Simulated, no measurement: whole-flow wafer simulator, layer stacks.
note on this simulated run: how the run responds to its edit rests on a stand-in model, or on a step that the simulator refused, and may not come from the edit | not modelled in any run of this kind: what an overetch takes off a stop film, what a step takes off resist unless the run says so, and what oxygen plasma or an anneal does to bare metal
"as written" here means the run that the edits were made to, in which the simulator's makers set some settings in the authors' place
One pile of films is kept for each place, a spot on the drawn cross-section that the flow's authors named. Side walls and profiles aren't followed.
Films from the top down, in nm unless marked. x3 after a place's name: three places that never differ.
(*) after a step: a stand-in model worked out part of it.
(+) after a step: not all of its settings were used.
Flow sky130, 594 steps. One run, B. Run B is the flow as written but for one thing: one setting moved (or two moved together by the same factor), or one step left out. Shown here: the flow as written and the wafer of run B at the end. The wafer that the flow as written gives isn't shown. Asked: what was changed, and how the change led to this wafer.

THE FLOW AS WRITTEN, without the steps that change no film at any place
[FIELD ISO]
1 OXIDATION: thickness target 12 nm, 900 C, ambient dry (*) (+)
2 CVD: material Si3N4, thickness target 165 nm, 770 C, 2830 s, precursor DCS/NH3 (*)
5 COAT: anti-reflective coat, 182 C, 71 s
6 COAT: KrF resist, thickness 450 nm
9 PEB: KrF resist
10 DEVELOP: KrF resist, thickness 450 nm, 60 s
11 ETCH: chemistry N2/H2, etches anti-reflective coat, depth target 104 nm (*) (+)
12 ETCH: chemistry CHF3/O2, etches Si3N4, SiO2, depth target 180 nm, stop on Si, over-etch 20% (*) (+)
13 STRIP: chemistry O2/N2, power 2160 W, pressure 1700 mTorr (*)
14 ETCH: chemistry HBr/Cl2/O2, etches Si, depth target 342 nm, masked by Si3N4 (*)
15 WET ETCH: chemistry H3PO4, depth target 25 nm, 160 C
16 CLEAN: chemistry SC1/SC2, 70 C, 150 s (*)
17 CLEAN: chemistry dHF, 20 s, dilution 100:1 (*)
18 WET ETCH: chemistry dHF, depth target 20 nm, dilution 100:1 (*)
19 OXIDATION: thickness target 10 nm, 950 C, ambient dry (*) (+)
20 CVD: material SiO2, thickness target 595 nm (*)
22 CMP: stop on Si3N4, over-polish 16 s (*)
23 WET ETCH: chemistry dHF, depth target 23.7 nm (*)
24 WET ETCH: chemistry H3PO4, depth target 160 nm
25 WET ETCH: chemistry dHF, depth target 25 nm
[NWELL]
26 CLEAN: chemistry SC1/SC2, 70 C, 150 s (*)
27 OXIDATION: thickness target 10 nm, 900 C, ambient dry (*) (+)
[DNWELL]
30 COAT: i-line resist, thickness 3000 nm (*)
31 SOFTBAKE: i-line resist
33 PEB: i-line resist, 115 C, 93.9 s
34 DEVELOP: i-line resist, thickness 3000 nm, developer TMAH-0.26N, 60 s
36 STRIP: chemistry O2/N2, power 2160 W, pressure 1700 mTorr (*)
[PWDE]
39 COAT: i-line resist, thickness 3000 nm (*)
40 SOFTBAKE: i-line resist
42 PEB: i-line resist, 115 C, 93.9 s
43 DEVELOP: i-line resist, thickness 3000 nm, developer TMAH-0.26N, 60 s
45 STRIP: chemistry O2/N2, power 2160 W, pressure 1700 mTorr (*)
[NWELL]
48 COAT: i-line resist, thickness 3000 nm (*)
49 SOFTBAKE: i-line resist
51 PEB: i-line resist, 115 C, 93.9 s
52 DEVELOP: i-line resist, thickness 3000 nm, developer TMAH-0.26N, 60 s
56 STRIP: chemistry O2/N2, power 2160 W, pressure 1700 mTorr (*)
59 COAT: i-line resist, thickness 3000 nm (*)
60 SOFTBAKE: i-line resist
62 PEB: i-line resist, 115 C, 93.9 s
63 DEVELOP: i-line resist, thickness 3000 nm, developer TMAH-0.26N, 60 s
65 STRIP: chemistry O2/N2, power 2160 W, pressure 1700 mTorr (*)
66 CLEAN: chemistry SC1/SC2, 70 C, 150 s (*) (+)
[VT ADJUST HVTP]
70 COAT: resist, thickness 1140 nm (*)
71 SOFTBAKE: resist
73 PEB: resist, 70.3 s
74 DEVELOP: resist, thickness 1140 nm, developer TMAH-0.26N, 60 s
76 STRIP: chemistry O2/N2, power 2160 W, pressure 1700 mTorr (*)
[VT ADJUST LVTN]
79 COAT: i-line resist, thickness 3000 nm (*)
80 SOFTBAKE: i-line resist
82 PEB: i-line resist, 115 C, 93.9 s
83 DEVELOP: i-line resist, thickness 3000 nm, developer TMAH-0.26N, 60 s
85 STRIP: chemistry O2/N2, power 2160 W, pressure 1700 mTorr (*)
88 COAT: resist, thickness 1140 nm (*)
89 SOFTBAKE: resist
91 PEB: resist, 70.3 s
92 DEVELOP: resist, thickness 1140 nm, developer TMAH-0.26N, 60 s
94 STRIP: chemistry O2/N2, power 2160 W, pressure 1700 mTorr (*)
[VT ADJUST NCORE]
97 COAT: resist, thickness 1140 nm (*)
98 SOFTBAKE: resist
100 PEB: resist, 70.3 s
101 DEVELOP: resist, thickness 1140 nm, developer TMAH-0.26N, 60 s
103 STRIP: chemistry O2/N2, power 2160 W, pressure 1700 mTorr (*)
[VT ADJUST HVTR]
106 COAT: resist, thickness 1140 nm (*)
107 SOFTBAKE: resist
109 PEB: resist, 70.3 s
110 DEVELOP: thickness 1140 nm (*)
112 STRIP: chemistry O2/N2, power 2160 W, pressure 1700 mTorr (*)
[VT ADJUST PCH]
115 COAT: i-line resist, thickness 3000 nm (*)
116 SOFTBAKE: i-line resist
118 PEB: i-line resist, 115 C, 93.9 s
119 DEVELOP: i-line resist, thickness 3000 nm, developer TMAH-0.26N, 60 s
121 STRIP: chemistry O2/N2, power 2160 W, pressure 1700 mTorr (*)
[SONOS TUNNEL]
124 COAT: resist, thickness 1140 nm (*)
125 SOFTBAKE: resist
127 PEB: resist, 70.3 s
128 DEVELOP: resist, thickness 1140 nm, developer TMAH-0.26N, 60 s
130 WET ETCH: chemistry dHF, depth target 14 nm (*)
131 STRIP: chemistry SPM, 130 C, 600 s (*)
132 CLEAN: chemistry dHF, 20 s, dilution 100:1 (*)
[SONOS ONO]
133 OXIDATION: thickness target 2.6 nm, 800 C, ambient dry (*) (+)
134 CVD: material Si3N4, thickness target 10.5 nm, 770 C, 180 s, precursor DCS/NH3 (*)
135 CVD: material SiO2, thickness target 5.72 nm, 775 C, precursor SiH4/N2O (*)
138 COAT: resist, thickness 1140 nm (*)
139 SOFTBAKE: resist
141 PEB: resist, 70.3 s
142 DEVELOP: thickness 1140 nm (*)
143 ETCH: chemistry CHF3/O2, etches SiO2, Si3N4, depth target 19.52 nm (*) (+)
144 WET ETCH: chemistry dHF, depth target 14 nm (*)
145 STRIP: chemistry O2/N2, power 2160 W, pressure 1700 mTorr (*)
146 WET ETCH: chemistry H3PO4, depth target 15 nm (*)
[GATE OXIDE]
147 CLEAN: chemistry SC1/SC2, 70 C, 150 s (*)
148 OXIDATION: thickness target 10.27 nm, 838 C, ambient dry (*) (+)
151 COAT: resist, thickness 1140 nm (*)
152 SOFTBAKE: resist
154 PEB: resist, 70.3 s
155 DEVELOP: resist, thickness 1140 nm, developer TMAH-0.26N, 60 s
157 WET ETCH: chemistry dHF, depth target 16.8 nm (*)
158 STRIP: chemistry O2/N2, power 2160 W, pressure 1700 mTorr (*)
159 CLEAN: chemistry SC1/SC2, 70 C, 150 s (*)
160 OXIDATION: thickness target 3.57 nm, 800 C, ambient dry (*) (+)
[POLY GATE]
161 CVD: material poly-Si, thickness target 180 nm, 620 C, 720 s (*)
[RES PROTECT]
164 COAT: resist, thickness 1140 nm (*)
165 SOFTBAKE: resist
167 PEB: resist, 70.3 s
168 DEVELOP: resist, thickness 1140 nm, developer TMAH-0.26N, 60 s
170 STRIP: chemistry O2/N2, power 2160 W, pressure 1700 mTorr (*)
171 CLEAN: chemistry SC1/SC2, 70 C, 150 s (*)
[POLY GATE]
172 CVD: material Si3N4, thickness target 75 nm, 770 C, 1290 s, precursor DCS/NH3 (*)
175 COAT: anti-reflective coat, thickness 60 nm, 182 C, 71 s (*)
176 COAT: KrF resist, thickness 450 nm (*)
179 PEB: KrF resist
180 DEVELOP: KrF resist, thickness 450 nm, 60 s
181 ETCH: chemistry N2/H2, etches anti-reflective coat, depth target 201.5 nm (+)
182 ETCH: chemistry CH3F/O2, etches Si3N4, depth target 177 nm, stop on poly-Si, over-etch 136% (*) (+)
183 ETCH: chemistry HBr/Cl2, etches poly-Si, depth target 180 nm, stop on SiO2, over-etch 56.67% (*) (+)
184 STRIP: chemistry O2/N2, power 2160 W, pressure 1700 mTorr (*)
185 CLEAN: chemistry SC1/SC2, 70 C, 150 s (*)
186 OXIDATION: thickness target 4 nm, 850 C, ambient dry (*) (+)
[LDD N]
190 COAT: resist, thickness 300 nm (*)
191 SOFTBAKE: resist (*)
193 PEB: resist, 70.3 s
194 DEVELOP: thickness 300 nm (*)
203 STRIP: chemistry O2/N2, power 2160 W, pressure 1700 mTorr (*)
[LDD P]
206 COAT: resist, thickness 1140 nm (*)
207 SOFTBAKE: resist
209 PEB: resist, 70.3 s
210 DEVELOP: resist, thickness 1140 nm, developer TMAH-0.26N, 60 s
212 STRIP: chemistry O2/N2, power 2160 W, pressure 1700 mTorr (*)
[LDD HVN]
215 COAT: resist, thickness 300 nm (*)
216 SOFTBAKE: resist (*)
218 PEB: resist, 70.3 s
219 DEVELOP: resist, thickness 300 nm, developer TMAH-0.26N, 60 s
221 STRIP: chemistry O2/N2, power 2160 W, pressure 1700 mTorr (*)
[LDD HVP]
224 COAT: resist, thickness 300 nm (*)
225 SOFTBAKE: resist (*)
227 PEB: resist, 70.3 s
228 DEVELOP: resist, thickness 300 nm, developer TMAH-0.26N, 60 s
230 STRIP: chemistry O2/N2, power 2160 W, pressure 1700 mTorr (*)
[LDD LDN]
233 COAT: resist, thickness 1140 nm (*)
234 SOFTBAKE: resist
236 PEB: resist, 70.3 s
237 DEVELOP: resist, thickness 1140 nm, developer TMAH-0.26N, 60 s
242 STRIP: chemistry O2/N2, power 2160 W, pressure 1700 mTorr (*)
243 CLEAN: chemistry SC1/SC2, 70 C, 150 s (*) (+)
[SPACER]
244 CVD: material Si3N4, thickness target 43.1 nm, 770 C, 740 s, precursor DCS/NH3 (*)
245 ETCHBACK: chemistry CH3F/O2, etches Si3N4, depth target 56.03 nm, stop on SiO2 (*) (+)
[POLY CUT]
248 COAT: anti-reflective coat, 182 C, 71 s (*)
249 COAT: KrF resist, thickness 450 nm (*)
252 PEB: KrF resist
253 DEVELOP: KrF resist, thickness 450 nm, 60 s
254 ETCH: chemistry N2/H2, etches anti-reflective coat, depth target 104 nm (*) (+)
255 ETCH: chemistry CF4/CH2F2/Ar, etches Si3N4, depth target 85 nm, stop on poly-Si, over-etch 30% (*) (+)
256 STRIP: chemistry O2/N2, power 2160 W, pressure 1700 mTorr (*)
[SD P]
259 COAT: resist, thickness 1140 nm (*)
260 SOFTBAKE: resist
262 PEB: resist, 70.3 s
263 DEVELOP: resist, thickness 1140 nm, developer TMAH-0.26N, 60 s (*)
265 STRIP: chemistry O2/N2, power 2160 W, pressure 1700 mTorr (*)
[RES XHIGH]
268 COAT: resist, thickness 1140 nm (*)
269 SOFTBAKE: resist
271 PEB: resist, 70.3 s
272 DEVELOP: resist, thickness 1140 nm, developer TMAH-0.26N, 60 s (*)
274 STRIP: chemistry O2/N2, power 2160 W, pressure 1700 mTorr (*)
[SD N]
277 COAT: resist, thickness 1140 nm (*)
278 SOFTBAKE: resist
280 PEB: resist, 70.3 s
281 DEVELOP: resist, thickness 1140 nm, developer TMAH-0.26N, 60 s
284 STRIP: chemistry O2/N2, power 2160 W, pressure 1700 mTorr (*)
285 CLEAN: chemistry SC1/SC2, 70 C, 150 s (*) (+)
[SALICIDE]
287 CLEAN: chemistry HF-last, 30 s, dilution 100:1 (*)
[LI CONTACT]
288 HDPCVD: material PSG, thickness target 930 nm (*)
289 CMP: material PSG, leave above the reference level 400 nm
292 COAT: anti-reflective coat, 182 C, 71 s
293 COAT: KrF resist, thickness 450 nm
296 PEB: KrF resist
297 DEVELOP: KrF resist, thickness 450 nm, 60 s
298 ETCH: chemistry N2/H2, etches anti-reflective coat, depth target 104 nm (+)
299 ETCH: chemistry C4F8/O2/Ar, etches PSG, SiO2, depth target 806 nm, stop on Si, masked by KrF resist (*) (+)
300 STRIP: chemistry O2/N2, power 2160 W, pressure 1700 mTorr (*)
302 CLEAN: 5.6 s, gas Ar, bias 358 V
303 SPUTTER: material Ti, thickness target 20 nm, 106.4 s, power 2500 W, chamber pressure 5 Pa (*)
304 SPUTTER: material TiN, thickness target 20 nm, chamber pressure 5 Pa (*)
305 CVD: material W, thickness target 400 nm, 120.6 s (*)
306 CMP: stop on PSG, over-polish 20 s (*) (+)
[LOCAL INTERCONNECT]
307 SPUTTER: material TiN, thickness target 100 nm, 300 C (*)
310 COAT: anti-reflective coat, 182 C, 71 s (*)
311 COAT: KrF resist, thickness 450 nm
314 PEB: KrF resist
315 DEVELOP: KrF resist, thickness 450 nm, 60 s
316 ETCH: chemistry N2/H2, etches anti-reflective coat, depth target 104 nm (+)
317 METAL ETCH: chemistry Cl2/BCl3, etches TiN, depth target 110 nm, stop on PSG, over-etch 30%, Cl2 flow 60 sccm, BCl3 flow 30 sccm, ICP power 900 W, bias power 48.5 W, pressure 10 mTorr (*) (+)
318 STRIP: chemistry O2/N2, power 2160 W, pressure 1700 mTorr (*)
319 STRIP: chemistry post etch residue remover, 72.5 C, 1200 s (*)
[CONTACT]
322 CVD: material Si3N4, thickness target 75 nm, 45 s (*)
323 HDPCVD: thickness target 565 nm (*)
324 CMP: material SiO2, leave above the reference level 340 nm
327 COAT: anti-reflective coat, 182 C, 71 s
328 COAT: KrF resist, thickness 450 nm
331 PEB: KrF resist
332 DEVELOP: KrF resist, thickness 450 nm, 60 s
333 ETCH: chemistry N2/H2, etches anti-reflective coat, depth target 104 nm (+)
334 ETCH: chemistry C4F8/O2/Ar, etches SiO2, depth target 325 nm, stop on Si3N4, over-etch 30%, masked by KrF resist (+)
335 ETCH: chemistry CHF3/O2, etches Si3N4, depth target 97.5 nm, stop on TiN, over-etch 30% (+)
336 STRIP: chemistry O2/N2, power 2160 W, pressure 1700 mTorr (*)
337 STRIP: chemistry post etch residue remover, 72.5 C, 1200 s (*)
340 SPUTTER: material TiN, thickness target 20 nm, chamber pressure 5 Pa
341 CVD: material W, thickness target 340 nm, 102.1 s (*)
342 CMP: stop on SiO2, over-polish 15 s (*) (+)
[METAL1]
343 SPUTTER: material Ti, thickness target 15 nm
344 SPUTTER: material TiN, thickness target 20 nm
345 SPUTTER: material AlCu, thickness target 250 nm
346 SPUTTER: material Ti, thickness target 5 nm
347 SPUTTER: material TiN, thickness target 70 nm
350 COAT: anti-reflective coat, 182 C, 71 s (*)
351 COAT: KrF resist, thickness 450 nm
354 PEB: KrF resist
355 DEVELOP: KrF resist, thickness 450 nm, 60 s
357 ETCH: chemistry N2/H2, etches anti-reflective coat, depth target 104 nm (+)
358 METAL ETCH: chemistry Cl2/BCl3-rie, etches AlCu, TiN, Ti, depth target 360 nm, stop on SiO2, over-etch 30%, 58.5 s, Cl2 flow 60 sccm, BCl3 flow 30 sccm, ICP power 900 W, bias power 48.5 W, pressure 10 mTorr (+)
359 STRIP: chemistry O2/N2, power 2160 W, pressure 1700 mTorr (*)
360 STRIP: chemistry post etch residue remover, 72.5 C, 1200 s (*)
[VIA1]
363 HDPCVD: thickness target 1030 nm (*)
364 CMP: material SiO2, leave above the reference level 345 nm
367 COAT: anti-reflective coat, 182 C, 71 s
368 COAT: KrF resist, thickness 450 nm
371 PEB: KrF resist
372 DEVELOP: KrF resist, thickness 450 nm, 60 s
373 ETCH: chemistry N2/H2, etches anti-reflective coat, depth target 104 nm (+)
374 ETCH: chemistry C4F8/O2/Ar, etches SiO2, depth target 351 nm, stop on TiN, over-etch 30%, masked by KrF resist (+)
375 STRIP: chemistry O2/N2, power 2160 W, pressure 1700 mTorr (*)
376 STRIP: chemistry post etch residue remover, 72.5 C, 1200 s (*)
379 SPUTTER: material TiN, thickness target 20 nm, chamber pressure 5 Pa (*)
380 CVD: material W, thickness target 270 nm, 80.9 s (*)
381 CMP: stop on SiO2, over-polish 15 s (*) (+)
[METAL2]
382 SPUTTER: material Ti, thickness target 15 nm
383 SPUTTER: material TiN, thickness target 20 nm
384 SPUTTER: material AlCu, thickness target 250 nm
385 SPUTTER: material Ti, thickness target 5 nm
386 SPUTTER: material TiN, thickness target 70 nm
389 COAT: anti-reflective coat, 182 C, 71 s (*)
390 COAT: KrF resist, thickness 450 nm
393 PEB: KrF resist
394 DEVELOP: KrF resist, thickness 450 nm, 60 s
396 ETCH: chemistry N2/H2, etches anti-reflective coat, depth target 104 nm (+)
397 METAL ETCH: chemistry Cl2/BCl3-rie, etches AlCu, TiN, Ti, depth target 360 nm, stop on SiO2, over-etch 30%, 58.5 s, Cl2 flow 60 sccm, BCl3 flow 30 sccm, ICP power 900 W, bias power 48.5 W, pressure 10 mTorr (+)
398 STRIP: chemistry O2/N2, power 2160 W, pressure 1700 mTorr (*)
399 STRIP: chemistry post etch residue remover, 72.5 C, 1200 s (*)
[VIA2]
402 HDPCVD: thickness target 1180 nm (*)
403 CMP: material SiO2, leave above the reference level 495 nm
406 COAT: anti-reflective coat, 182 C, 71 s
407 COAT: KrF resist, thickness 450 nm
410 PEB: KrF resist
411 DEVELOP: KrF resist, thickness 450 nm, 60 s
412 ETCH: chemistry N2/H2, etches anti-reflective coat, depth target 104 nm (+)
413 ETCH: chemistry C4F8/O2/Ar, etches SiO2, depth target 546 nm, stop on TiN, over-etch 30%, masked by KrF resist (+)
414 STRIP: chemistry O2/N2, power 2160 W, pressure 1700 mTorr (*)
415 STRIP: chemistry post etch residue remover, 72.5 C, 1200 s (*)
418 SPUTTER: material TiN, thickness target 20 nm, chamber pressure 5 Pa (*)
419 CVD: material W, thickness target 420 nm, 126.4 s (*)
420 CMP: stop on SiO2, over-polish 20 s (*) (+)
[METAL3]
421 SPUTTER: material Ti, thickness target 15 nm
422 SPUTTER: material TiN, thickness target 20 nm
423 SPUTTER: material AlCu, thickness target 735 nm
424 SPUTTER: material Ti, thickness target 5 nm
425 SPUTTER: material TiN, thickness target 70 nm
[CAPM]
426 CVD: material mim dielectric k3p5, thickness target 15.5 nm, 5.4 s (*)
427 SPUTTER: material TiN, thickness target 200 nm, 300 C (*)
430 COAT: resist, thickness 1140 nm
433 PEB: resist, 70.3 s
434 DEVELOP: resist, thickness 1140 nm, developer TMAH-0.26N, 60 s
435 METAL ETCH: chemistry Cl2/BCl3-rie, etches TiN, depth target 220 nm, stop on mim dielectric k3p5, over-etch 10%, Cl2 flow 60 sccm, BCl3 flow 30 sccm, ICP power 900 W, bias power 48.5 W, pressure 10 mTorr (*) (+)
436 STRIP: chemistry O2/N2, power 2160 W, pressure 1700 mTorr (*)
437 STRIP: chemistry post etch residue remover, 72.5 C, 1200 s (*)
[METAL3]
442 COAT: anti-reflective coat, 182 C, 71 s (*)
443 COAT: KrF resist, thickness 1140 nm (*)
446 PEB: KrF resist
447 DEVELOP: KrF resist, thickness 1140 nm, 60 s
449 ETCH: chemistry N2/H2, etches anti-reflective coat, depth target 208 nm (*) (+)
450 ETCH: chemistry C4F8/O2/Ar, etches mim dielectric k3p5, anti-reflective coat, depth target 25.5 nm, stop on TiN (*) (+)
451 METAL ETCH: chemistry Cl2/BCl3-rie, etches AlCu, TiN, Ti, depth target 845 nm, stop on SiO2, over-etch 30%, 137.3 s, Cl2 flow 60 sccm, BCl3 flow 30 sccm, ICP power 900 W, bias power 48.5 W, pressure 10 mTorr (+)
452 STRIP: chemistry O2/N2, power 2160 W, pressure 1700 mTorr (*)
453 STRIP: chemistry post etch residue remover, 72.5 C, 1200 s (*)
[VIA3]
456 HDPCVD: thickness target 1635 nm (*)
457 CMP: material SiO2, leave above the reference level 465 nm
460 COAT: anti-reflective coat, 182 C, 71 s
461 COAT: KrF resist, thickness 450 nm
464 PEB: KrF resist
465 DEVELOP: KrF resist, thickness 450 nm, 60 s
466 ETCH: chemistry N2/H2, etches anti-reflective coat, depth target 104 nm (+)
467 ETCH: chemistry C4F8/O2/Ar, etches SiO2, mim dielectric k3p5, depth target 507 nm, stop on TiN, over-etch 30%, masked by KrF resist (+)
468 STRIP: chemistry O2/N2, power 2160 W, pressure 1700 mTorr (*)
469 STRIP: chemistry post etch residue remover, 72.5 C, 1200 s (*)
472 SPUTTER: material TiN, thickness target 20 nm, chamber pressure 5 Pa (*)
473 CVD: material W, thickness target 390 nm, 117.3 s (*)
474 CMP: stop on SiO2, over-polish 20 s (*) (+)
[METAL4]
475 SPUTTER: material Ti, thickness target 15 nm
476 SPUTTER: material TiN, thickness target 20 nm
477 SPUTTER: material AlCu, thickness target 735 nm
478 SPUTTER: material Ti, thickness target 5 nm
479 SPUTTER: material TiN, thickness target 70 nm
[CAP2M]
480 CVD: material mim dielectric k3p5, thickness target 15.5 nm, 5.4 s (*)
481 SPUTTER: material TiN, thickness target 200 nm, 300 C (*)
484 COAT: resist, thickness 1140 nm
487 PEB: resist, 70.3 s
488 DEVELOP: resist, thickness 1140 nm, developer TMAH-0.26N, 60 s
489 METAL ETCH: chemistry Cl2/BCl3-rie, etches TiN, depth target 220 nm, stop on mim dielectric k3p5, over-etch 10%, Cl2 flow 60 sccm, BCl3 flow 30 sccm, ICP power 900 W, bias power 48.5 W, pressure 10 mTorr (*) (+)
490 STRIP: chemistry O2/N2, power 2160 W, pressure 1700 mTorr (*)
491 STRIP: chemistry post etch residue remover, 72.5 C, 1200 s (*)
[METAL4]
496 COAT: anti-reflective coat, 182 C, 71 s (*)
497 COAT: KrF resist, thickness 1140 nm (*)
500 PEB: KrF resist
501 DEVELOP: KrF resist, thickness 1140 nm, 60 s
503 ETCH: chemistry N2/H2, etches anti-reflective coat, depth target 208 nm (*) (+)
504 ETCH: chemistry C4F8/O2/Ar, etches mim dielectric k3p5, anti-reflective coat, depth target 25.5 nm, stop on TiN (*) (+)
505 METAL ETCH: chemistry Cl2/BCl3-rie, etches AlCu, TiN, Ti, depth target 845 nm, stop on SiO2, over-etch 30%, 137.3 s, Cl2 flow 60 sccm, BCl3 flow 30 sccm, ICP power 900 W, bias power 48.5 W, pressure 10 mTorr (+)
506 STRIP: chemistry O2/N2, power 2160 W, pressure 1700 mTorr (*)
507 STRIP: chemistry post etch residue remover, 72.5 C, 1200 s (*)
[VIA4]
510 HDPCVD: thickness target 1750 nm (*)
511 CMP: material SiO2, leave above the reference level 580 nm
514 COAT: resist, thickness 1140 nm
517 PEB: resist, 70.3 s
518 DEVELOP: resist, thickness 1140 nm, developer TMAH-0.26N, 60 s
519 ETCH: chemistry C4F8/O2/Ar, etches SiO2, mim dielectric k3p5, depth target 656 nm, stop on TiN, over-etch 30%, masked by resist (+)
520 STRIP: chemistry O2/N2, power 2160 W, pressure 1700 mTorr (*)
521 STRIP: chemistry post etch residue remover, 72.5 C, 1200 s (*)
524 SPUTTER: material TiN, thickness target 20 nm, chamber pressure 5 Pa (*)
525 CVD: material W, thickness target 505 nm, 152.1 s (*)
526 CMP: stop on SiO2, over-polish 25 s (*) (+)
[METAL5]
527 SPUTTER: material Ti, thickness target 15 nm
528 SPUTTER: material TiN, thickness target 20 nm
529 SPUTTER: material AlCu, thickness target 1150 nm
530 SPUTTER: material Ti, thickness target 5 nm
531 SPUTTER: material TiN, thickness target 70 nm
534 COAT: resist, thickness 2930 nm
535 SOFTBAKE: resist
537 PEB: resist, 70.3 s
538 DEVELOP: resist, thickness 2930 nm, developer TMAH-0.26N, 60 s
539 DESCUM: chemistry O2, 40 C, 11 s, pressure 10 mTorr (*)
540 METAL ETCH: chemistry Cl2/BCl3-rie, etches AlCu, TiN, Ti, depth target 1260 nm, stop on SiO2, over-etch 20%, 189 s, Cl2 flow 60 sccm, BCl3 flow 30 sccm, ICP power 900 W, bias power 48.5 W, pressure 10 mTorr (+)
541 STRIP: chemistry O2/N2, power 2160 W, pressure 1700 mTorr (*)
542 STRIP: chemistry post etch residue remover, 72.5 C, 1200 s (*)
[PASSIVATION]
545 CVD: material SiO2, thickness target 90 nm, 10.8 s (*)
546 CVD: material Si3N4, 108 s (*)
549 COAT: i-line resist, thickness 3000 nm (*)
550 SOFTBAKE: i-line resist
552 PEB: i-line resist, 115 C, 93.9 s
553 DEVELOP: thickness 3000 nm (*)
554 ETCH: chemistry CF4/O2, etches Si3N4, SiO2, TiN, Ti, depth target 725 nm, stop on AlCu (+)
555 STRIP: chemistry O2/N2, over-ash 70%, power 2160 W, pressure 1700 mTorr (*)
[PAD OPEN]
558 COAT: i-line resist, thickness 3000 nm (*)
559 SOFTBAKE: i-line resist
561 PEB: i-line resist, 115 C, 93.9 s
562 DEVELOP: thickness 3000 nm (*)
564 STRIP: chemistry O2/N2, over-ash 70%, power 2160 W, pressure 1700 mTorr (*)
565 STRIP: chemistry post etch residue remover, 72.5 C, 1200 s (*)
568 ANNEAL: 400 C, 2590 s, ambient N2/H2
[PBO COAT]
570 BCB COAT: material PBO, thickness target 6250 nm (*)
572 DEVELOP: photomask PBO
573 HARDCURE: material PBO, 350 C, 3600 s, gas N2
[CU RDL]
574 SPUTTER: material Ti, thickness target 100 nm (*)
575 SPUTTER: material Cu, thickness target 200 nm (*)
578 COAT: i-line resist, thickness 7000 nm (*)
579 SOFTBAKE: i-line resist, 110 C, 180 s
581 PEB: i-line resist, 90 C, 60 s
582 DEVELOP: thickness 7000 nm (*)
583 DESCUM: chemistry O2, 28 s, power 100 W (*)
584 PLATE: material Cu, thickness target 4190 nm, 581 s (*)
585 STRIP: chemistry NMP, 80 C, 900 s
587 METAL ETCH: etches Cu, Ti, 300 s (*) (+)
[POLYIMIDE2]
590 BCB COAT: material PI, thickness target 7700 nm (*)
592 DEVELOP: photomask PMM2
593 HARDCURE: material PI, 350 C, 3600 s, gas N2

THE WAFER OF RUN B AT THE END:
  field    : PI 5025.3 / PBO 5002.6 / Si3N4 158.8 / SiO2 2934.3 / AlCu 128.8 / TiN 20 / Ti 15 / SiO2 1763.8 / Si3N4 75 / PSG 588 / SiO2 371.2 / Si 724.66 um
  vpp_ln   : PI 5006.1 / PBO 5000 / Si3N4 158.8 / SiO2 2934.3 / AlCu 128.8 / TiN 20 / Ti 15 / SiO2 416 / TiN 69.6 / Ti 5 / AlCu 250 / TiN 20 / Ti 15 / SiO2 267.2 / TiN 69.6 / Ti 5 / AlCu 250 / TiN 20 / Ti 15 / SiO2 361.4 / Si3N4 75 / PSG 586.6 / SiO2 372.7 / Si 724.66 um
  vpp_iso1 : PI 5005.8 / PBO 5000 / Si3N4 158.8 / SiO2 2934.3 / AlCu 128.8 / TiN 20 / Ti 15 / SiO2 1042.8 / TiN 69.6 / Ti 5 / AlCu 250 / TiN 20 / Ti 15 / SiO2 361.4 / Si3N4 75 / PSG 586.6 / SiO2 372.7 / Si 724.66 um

The cause: step 423, SPUTTER: thickness target 1158 nm was run, where the flow has thickness target 735 nm.

How the change led to this, step by step:
  423 SPUTTER: material AlCu, thickness target 735 nm
      field, active, n_well and 188 more: AlCu +1158 (new film) (as written it would be: AlCu +735 (new film))
  451 METAL ETCH: chemistry Cl2/BCl3-rie, etches AlCu, TiN, Ti, depth target 845 nm, stop on SiO2, over-etch 30%, 137.3 s, Cl2 flow 60 sccm, BCl3 flow 30 sccm, ICP power 900 W, bias power 48.5 W, pressure 10 mTorr (+)
      field, gate, spacer and 68 more: TiN -70 (all of it), Ti -5 (all of it), AlCu -1023.5 (as written it would be: TiN -70 (all of it), Ti -5 (all of it), AlCu -735 (all of it), TiN -20 (all of it), Ti -15 (all of it), SiO2 -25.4)
      active, vpp_ln, vpp_iso2 and 11 more: TiN -70 (all of it), Ti -5 (all of it), AlCu -1023.5 (as written it would be: TiN -70 (all of it), Ti -5 (all of it), AlCu -735 (all of it), TiN -20 (all of it), Ti -15 (all of it), SiO2 -25.3)
  453 STRIP: chemistry post etch residue remover, 72.5 C, 1200 s (*)
      field, active, gate and 82 more: AlCu -5.72 (as written it would be: nothing)
  456 HDPCVD: thickness target 1635 nm (*)
      field, active, gate and 82 more: SiO2 +1635 (new film) (as written it would be: SiO2 +1635)
  457 CMP: material SiO2, leave above the reference level 465 nm
      field, active, gate and 82 more: SiO2 -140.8 (as written it would be: SiO2 -374.7)
Counting metal films that touch as one body, field has 1 body; the flow as written gives 0 bodies.
Counting metal films that touch as one body, vpp_ln has 3 bodies (between them, from the top down: SiO2 416; SiO2 267.2); the flow as written gives 2 bodies (between them, from the top down: SiO2 267.2).
Counting metal films that touch as one body, vpp_iso1 has 2 bodies (between them, from the top down: SiO2 1042.8); the flow as written gives 1 body.
